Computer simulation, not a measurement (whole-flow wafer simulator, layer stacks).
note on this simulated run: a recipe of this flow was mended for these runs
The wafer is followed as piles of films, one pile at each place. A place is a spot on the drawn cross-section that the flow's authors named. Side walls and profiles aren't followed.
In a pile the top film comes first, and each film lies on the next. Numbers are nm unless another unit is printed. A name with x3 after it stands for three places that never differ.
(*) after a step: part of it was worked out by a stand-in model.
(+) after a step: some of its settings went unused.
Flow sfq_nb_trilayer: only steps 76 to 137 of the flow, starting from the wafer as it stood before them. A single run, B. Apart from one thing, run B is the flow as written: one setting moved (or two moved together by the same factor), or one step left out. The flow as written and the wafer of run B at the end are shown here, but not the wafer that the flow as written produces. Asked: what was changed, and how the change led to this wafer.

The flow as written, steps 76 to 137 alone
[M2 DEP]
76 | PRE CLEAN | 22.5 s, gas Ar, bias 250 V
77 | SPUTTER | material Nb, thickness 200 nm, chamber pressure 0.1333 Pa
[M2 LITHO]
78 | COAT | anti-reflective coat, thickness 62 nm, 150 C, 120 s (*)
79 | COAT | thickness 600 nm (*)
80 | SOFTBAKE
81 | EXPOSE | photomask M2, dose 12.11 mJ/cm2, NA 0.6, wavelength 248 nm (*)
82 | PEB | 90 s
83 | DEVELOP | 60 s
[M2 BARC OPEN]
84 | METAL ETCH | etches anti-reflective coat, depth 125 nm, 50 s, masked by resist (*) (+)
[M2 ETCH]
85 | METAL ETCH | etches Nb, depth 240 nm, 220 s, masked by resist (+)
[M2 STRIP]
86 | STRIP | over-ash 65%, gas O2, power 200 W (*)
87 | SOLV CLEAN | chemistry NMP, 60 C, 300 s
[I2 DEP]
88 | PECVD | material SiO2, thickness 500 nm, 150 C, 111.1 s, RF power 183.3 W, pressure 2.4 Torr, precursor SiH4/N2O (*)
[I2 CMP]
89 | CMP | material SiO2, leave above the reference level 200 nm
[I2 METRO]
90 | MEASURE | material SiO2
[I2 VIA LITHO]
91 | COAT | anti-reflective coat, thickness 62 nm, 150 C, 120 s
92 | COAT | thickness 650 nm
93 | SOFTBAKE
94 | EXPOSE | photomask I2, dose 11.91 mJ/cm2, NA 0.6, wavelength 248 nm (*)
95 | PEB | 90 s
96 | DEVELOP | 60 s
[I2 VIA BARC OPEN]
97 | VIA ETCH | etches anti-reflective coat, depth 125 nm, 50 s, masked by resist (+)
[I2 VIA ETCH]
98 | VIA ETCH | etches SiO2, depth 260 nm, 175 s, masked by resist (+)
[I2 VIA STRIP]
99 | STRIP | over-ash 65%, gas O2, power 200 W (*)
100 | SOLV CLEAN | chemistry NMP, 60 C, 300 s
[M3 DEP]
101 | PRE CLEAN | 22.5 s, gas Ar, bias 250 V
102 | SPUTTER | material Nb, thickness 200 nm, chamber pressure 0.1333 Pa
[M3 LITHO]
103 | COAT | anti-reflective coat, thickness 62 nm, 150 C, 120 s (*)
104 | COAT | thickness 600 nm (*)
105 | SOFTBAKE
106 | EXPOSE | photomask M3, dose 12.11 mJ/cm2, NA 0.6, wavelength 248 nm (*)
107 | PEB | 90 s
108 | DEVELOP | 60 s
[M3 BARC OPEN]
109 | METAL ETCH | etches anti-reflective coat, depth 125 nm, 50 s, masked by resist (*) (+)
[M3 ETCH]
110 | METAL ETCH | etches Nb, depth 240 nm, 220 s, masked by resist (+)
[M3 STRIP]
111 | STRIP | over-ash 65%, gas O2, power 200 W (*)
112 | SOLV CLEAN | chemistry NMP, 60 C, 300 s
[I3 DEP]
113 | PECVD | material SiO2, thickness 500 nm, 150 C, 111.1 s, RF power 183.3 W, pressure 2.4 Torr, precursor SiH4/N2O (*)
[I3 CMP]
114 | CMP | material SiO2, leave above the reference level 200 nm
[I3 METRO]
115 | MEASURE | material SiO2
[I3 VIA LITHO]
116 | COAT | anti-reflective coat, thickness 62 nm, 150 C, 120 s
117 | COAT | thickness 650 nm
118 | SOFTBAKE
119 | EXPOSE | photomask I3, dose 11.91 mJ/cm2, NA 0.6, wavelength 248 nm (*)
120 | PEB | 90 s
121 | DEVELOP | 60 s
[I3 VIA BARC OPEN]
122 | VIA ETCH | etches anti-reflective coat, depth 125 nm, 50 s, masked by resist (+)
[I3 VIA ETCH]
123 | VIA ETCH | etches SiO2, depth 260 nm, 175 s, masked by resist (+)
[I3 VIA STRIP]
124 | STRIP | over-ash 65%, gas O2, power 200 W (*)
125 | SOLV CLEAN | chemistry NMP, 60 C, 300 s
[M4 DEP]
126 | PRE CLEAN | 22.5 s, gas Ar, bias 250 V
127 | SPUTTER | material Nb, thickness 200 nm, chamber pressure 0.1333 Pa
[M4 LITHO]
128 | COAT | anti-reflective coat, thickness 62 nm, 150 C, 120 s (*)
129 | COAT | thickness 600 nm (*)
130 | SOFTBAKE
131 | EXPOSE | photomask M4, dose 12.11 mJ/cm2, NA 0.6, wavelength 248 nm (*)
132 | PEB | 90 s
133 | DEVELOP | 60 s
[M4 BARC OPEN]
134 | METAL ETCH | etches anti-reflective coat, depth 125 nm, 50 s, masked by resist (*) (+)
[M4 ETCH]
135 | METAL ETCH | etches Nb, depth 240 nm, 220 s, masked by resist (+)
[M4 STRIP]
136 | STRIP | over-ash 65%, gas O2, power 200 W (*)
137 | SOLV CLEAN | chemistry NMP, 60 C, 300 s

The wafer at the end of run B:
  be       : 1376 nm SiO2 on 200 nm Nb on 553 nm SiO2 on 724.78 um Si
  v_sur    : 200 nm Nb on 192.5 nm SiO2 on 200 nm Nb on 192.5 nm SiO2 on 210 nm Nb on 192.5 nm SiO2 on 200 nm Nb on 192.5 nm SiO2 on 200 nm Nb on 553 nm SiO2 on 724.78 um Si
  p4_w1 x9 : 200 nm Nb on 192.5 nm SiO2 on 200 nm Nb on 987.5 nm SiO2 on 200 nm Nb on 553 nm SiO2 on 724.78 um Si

The reason: step 77, SPUTTER: thickness 210 nm was run, while the flow as written has thickness 200 nm.
The wafer lets one read it off: v_sur has Nb 210, and step 77 as written asks for 200 nm.

How this came from the change, step by step:
  77 | SPUTTER | material Nb, thickness 200 nm, chamber pressure 0.1333 Pa
      field_l, v_sur, via_wl and 102 more: +210 Nb (new film) (in the flow as written it would be: +200 Nb (new film))
      via_v: +181.4 Nb (in the flow as written it would be: +172.8 Nb)
  85 | METAL ETCH | etches Nb, depth 240 nm, 220 s, masked by resist (+)
      field_l, be, be_sur and 81 more: -210 Nb (all of it), -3 SiO2 (in the flow as written it would be: -200 Nb (all of it), -4 SiO2)
  89 | CMP | material SiO2, leave above the reference level 200 nm
      field_l, be, be_sur and 81 more: -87 SiO2 (in the flow as written it would be: -96 SiO2)
